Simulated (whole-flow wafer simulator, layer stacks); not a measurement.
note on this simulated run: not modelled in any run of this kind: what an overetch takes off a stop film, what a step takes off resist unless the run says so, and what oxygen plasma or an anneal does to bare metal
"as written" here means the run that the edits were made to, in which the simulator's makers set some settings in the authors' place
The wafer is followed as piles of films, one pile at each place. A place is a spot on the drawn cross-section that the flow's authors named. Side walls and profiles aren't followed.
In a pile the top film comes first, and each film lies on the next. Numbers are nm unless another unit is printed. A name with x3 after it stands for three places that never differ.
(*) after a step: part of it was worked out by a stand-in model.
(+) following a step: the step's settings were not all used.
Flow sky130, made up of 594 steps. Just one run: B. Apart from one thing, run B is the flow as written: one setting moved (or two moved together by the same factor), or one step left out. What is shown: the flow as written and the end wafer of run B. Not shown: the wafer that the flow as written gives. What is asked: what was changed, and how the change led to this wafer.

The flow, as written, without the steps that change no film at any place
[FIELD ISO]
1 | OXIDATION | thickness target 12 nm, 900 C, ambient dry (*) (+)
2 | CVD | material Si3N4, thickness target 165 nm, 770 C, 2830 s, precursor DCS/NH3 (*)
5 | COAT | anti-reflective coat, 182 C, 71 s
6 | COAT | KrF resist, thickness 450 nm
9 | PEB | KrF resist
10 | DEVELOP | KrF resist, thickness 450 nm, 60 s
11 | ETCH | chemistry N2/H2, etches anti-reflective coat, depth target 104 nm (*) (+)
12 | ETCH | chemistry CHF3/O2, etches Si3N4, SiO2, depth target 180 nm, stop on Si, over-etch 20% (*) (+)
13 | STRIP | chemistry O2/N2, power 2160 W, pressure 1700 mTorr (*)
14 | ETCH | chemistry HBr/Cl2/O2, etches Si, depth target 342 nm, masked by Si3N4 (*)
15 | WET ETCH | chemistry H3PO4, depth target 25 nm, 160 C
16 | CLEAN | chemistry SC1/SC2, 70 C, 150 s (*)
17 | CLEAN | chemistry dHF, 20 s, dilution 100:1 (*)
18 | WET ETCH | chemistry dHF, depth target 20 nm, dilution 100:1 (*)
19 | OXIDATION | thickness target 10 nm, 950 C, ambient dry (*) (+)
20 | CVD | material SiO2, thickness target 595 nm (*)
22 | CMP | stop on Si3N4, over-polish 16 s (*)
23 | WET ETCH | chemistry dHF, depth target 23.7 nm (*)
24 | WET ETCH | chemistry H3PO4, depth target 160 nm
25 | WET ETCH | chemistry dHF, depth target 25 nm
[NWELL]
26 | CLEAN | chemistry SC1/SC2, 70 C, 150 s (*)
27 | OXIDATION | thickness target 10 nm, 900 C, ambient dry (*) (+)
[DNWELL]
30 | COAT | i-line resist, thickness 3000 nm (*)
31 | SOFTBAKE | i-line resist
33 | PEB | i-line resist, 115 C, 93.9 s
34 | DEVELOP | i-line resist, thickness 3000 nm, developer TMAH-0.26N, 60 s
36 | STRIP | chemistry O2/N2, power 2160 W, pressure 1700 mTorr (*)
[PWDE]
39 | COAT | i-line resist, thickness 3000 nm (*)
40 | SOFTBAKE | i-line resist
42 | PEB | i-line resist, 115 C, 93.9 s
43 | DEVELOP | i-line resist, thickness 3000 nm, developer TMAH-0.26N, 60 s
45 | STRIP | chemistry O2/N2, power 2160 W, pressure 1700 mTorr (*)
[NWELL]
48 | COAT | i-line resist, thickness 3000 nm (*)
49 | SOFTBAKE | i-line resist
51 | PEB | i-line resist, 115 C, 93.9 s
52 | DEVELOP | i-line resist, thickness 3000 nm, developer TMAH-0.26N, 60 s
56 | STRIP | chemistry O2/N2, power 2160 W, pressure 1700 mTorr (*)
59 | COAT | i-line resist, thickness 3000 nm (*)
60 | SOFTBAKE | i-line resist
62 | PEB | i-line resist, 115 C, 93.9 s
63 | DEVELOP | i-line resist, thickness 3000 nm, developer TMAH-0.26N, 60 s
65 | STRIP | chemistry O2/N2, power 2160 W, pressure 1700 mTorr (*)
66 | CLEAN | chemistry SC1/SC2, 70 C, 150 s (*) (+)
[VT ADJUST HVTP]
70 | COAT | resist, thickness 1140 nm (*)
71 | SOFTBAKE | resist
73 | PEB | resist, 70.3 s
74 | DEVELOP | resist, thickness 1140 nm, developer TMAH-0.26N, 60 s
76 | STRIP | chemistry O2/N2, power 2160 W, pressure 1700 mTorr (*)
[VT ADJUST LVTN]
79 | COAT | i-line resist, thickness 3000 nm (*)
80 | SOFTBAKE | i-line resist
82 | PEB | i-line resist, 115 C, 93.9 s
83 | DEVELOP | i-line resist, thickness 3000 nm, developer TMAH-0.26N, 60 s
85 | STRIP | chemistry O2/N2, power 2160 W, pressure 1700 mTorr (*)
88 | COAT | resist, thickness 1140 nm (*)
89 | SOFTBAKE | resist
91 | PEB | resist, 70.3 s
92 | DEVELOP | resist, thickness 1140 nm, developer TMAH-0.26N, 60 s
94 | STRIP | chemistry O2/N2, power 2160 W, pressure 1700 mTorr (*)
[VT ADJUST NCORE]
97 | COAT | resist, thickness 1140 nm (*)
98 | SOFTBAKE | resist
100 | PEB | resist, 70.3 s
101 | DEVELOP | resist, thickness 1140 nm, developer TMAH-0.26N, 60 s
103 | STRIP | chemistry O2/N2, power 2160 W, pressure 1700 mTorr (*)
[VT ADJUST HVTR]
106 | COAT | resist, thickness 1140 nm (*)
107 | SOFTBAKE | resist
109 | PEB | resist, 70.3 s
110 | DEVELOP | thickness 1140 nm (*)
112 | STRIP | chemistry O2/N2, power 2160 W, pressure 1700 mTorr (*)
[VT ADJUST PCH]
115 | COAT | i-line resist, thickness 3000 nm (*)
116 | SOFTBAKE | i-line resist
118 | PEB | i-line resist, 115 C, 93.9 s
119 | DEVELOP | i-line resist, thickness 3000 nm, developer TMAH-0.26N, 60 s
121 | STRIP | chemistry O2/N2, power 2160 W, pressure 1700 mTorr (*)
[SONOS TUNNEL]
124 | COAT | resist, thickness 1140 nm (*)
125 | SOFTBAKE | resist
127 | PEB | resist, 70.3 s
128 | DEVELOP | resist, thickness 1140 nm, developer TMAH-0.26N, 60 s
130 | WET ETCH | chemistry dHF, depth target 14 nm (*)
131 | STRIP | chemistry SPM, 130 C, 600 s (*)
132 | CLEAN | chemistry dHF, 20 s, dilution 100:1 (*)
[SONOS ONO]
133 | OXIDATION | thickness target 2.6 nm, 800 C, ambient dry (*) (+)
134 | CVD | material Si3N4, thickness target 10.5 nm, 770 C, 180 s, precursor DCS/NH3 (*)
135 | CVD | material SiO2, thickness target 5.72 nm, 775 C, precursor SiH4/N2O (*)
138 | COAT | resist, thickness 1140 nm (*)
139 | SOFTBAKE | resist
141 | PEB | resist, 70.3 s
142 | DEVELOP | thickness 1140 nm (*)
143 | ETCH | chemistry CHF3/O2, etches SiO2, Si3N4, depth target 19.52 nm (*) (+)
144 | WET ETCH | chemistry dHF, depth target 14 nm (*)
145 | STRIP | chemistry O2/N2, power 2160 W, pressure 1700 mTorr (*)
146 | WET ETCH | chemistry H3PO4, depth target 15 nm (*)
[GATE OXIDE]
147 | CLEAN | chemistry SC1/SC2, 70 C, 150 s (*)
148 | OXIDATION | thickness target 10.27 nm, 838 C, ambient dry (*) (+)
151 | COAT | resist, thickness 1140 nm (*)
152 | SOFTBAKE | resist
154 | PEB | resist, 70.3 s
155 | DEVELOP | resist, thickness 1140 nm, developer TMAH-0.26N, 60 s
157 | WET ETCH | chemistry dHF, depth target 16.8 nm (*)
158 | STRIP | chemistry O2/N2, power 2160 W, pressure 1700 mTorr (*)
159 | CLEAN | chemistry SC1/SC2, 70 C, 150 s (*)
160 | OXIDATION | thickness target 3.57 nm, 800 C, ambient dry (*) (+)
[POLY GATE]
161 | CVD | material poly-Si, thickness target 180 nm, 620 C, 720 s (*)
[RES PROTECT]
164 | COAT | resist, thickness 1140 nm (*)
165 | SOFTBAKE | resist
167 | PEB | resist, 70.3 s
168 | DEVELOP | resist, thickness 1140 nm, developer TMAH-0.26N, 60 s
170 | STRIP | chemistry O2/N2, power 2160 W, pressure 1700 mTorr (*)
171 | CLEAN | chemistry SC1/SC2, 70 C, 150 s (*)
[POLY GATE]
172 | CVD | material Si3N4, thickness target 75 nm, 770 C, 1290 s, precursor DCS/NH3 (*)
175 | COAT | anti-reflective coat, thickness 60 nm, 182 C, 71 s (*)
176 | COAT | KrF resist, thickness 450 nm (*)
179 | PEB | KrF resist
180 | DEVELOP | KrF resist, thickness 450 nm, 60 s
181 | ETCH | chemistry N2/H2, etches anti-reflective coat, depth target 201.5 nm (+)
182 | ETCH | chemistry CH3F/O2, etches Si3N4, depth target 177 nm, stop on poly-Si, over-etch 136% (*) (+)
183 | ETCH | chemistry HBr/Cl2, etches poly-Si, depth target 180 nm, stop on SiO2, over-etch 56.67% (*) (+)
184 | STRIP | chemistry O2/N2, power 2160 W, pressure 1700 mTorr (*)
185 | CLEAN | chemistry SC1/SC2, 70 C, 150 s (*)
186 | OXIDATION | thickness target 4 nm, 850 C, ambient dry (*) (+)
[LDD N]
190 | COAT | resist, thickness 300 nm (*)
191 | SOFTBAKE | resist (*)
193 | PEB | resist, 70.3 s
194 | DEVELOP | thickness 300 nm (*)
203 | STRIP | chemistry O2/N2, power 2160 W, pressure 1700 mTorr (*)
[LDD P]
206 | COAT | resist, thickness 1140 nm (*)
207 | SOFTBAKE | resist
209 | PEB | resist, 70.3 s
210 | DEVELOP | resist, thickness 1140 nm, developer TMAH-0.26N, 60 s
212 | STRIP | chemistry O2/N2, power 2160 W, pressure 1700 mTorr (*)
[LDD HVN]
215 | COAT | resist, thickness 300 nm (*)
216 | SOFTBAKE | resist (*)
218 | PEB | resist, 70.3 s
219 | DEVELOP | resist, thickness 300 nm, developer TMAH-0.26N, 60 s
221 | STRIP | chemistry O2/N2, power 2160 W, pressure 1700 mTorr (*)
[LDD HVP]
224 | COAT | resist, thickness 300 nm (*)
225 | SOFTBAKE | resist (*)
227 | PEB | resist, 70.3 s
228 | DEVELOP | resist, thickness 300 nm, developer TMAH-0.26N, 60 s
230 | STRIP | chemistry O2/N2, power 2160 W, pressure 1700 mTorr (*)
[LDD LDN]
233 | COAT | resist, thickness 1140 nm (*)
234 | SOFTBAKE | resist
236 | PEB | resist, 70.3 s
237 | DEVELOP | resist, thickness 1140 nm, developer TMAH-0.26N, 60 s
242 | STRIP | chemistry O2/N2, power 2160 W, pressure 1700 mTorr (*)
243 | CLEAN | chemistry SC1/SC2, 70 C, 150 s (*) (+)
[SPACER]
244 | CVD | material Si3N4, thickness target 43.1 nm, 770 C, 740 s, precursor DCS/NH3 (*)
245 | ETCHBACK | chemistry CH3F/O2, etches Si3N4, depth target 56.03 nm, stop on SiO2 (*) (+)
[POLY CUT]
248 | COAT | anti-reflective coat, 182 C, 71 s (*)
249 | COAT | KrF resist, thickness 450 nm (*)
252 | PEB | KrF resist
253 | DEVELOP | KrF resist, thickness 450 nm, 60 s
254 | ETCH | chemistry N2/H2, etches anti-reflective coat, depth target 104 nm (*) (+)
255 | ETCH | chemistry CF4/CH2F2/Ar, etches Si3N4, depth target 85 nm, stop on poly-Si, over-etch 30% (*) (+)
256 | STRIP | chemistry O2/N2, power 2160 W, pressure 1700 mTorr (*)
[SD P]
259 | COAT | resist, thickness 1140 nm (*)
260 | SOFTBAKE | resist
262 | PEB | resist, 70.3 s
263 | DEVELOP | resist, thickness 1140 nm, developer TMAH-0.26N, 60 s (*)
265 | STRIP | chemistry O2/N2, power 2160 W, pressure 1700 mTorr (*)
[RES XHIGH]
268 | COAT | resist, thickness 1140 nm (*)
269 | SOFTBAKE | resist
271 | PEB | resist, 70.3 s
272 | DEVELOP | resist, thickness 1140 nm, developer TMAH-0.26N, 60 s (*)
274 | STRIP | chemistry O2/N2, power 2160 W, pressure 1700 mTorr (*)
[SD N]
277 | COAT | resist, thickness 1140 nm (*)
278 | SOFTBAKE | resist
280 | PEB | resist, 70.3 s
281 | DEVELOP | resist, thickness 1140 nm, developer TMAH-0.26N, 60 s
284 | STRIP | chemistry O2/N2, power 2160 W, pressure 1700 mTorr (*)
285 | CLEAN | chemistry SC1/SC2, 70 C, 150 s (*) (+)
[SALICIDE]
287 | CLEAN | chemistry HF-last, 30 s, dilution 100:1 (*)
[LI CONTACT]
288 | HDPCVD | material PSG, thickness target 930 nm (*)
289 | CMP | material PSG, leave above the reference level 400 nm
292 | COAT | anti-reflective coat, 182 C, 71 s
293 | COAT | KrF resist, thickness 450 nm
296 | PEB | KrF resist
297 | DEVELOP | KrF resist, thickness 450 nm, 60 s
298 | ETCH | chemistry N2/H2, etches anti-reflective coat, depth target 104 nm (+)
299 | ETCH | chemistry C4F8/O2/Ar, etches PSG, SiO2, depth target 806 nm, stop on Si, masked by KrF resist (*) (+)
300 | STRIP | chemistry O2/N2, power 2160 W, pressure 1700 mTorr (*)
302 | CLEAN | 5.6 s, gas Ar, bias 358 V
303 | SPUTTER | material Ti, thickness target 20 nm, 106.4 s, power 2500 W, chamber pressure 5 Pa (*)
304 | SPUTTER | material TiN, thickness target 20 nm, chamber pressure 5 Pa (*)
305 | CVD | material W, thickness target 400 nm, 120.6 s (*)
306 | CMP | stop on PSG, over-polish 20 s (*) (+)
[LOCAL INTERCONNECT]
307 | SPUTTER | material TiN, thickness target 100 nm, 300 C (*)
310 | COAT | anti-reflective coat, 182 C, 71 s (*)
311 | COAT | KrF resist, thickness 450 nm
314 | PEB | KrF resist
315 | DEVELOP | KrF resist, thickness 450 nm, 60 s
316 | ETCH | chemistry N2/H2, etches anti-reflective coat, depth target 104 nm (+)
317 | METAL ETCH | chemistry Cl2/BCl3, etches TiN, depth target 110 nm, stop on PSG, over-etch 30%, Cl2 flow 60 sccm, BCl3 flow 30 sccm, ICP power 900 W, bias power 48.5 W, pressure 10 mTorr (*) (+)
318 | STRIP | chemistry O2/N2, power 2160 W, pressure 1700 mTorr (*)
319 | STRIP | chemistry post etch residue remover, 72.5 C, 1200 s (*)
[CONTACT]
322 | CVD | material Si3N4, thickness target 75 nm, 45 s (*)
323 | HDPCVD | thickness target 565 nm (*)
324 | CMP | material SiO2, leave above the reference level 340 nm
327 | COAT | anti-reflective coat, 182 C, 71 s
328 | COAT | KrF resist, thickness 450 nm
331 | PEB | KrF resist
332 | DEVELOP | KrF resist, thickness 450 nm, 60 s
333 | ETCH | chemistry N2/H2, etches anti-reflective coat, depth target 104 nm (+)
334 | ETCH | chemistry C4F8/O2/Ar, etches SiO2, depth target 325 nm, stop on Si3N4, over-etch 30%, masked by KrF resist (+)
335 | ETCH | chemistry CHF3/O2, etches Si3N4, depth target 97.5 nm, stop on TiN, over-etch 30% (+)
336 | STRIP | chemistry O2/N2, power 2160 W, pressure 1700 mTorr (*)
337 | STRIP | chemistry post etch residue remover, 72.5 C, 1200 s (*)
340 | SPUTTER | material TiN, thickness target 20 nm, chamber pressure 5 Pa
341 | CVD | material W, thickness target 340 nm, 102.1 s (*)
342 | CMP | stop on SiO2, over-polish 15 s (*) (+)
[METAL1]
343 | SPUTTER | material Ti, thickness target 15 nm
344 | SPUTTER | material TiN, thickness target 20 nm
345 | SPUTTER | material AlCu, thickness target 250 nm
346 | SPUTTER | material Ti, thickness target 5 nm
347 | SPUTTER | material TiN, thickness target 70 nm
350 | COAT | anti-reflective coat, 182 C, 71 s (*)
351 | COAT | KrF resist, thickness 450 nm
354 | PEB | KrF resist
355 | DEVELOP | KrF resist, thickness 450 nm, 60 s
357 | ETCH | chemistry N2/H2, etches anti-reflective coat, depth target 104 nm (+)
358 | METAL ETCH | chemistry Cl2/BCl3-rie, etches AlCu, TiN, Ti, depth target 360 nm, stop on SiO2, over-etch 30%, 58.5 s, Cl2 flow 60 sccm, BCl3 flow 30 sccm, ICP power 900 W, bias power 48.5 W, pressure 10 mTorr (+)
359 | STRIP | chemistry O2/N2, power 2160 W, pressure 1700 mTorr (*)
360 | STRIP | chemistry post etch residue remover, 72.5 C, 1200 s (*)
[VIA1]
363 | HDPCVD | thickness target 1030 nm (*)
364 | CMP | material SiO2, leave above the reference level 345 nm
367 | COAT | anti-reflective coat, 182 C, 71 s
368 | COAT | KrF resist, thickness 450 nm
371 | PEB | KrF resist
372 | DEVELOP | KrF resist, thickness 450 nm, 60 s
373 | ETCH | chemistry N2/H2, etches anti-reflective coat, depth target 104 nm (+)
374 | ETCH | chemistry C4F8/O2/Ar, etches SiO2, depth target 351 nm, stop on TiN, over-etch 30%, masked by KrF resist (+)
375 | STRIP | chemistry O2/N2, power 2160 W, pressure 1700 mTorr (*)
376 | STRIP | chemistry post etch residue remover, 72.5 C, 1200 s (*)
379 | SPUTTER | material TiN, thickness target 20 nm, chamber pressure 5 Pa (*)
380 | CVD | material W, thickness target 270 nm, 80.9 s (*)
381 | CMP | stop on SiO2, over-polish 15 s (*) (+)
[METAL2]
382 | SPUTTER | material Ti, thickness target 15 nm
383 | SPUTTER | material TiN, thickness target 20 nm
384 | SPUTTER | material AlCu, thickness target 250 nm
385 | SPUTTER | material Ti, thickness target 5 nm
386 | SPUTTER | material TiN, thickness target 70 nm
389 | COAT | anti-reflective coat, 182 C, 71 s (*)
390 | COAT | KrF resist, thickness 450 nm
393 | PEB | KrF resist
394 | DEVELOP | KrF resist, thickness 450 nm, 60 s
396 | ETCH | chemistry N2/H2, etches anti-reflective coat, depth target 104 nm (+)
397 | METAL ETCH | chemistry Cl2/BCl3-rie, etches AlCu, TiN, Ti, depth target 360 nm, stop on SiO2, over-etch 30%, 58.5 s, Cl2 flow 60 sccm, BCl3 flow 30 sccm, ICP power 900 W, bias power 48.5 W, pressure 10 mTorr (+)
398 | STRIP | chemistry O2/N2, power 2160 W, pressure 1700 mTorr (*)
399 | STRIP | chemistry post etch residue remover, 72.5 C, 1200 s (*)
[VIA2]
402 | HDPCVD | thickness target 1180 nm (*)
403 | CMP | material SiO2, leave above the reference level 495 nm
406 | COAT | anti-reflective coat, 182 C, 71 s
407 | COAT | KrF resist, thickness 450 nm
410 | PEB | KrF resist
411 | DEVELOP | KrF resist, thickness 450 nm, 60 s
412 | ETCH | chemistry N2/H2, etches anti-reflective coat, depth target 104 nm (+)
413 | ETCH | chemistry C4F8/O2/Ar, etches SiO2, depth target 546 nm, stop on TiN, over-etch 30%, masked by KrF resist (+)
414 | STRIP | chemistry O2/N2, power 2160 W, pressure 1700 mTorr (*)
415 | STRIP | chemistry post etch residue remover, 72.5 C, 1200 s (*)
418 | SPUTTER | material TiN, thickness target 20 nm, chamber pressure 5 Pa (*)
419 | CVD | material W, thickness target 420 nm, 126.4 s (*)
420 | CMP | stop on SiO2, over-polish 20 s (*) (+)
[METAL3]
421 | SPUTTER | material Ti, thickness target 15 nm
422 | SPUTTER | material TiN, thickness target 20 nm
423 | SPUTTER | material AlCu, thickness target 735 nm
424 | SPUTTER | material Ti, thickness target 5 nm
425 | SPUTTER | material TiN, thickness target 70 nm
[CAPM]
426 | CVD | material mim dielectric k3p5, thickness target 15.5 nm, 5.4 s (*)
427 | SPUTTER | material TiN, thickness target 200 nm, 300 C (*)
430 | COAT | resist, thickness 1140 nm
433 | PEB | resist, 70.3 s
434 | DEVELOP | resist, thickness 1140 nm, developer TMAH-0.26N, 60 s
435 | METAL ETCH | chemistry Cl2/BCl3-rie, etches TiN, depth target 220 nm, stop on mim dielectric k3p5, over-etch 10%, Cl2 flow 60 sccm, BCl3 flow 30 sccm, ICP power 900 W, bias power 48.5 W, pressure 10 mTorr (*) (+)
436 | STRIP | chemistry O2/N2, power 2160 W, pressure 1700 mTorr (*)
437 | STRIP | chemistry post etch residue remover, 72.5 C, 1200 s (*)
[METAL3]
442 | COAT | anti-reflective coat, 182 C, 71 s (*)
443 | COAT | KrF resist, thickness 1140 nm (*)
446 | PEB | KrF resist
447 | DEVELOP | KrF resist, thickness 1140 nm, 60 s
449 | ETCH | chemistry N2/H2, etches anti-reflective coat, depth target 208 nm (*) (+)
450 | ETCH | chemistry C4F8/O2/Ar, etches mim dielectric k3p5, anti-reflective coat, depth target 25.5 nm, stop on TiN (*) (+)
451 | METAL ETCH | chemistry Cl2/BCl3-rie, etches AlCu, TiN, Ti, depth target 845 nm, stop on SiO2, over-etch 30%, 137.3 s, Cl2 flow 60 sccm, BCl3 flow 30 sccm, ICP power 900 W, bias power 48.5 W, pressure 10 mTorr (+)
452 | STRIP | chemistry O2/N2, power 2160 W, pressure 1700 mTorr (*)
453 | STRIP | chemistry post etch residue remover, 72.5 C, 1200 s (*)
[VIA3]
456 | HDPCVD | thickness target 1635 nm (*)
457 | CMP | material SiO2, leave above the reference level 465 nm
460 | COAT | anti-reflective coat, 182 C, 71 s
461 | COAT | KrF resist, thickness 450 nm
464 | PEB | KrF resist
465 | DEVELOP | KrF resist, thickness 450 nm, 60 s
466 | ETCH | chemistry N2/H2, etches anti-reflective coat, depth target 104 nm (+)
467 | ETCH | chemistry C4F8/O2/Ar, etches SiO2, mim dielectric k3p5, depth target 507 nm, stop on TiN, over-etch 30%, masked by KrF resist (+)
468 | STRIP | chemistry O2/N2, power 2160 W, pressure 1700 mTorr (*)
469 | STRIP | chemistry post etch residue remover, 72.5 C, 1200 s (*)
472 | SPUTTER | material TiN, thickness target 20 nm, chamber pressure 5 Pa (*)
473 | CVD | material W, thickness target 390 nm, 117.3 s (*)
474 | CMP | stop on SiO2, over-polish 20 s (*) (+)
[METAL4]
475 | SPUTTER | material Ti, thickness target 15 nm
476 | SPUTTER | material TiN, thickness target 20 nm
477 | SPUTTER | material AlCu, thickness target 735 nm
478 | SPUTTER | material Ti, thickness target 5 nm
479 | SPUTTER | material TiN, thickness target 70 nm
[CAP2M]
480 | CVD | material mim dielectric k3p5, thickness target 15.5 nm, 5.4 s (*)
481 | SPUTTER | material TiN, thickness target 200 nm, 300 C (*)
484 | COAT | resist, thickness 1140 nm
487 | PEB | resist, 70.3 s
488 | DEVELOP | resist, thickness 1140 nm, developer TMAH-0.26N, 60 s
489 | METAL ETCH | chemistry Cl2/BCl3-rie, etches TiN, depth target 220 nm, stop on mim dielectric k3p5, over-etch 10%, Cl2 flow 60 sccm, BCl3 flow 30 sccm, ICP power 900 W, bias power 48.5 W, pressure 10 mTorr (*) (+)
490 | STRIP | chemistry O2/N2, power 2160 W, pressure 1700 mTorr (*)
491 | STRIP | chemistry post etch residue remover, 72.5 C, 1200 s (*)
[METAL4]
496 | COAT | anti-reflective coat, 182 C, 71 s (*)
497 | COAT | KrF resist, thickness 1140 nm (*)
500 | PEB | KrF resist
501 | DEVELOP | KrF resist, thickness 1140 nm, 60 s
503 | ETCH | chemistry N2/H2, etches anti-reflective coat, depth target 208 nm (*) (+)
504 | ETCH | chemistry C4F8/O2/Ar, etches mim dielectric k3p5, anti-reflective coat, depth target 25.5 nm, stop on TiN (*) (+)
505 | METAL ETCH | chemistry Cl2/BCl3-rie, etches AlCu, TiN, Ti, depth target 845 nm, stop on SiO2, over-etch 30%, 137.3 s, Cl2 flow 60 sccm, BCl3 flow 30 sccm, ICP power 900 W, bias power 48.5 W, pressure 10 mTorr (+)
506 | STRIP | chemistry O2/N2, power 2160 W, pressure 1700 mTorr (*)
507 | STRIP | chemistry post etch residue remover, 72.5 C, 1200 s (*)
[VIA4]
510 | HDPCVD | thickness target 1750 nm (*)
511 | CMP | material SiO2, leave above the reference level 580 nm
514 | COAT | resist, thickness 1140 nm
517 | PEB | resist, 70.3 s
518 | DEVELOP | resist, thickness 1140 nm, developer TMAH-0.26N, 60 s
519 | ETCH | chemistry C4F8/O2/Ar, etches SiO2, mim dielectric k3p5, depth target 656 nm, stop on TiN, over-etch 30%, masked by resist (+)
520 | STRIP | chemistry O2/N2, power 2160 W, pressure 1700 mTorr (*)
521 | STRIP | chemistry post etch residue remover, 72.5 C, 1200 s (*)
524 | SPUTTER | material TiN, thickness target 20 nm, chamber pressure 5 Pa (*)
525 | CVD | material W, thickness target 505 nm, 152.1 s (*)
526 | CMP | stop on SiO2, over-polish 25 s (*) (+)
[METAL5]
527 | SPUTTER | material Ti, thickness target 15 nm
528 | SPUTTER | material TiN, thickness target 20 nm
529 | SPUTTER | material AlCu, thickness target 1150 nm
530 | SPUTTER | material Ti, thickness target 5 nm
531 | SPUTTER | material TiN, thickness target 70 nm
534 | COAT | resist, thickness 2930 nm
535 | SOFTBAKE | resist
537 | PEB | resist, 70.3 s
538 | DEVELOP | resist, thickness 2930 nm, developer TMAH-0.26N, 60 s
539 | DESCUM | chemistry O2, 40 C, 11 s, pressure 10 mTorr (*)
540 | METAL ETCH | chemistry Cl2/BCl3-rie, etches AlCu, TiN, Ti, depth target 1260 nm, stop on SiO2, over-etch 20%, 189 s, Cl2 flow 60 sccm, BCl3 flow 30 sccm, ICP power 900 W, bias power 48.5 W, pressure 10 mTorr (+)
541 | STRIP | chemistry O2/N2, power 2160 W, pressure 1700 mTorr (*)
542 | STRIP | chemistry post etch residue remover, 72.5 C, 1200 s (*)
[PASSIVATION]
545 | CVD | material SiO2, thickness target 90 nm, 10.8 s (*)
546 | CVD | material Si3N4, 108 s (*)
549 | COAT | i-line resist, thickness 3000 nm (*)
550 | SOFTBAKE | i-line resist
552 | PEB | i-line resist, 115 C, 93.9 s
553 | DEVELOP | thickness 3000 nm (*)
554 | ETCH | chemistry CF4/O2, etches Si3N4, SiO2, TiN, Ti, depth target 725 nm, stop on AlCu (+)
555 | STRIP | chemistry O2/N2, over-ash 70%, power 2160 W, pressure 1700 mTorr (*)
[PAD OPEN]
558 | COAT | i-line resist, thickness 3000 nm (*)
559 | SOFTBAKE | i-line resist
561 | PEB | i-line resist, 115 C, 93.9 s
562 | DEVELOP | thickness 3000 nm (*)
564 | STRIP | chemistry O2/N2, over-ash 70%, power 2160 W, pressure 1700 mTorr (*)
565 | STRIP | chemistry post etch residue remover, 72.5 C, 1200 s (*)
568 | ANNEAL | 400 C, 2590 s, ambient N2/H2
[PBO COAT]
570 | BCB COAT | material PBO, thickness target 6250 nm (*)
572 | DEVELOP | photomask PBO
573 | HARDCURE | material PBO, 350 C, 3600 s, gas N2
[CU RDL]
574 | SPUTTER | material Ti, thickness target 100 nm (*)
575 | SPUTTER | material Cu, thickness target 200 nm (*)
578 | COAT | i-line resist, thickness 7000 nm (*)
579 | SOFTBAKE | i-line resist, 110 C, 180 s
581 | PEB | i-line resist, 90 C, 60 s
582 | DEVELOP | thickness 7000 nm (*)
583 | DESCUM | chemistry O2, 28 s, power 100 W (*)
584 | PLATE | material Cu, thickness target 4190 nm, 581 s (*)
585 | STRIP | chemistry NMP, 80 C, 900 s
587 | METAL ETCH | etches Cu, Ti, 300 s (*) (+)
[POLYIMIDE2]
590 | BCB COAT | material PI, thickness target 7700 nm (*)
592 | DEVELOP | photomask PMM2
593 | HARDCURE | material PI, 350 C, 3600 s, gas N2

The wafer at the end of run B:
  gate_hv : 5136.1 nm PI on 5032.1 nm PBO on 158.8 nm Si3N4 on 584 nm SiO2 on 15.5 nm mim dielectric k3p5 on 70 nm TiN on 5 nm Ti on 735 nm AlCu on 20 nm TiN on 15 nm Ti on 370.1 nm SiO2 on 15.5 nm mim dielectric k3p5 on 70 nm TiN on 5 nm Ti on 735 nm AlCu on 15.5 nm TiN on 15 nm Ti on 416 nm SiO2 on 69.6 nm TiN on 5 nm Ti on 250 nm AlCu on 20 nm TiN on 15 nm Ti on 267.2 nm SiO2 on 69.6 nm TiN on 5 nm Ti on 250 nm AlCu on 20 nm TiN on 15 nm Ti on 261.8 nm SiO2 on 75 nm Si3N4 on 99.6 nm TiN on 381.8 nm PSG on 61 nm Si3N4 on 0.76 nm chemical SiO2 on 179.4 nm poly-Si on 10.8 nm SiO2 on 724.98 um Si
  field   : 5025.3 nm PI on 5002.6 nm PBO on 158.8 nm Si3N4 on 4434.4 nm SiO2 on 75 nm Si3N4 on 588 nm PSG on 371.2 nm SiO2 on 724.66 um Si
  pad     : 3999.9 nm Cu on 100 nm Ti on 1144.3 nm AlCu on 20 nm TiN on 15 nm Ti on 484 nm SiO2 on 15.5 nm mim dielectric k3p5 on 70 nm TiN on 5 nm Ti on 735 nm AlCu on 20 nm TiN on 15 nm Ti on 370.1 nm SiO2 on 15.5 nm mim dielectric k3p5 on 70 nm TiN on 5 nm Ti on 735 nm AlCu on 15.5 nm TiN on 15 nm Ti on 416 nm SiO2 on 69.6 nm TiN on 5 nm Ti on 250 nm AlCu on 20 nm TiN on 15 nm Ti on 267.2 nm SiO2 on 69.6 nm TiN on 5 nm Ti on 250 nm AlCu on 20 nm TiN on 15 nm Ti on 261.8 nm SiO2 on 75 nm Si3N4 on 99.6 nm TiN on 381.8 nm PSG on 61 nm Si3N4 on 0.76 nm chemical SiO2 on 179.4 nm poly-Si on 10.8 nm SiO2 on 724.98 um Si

What caused this: step 422, SPUTTER: thickness target 15.5 nm was run, though the flow has thickness target 20 nm.
The wafer lets one read it off: gate_hv has TiN 15.5, and step 422 as written asks for 20 nm.

The path from the change to this, step by step:
  422 | SPUTTER | material TiN, thickness target 20 nm
      field, active, n_well and 188 more: +15.5 TiN (new film) (as written it would have been: +20 TiN (new film))
  451 | METAL ETCH | chemistry Cl2/BCl3-rie, etches AlCu, TiN, Ti, depth target 845 nm, stop on SiO2, over-etch 30%, 137.3 s, Cl2 flow 60 sccm, BCl3 flow 30 sccm, ICP power 900 W, bias power 48.5 W, pressure 10 mTorr (+)
      field, gate, spacer and 68 more: -70 TiN (all of it), -5 Ti (all of it), -735 AlCu (all of it), -15.5 TiN (all of it), -15 Ti (all of it), -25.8 SiO2 (as written it would have been: -70 TiN (all of it), -5 Ti (all of it), -735 AlCu (all of it), -20 TiN (all of it), -15 Ti (all of it), -25.4 SiO2)
      active, vpp_ln, vpp_iso2 and 11 more: -70 TiN (all of it), -5 Ti (all of it), -735 AlCu (all of it), -15.5 TiN (all of it), -15 Ti (all of it), -25.8 SiO2 (as written it would have been: -70 TiN (all of it), -5 Ti (all of it), -735 AlCu (all of it), -20 TiN (all of it), -15 Ti (all of it), -25.3 SiO2)
